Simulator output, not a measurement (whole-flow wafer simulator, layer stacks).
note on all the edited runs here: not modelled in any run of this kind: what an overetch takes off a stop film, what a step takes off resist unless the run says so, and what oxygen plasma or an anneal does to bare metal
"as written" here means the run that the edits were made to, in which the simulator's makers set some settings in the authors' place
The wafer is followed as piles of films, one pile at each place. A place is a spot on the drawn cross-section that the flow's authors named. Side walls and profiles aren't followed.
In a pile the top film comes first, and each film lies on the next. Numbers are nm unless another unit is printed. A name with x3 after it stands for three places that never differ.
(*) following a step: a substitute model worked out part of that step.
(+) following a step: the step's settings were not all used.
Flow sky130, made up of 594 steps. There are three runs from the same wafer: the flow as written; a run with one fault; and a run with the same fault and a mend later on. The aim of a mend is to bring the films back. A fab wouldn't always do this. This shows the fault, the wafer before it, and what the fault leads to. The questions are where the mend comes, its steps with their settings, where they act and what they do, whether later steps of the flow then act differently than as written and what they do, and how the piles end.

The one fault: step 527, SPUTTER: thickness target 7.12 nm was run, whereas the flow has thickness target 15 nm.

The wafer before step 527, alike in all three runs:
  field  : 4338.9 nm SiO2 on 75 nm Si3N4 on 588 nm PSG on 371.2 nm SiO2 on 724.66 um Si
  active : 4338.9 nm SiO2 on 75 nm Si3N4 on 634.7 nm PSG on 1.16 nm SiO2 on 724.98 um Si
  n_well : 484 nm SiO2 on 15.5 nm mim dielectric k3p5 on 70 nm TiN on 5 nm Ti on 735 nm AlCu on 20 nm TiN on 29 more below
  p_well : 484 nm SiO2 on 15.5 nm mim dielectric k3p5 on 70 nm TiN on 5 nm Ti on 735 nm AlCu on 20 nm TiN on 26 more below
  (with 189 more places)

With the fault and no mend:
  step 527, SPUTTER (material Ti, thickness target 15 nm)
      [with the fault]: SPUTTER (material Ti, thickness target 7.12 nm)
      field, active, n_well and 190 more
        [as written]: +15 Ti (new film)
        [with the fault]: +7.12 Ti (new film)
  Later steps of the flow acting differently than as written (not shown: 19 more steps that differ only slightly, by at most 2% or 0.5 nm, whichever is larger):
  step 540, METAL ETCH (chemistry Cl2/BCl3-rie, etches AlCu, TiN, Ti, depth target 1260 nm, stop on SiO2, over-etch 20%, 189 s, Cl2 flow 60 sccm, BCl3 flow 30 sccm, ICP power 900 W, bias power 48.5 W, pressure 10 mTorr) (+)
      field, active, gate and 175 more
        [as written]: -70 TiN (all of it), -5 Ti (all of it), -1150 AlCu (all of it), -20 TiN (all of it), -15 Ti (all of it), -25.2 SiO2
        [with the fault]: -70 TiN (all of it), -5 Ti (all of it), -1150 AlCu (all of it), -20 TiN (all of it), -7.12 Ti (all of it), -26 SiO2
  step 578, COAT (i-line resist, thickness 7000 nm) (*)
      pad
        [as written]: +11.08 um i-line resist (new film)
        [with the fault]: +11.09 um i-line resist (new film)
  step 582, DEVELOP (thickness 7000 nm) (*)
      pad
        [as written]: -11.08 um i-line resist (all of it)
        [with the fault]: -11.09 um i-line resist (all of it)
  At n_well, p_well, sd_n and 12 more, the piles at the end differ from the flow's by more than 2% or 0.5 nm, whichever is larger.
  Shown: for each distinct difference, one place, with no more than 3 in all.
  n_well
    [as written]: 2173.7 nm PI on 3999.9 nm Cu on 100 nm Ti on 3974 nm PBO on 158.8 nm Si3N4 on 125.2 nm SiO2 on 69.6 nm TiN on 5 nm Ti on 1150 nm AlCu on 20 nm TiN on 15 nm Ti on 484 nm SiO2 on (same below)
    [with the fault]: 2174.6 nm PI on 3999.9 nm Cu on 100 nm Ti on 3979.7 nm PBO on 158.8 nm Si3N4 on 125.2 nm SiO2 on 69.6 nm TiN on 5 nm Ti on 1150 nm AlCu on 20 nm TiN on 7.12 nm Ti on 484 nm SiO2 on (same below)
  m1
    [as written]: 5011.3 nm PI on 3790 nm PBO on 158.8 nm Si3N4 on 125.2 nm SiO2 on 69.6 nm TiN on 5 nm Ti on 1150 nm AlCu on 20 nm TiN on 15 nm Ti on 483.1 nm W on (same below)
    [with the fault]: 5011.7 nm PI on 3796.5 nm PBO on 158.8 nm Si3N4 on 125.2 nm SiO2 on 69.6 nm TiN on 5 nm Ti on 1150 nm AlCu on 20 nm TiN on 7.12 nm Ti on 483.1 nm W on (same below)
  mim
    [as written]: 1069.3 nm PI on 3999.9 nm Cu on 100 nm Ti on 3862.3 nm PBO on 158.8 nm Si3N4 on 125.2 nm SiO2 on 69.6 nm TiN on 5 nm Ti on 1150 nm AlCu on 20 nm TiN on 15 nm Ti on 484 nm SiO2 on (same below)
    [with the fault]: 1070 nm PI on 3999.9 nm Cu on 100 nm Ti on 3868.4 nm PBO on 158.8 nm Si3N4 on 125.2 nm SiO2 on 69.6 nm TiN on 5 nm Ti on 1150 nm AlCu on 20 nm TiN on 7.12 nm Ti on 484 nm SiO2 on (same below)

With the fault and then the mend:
  The mend follows step 527.
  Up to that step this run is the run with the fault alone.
  step 527a, SPUTTER (material Ti, thickness target 7.88 nm) (the flow's step 527 again, with other settings)
      field, active, n_well and 190 more
        +7.88 Ti
  Later steps of the flow that are run all act as written at every place that is followed.
  The piles end the same as the flow's at every place that both follow.
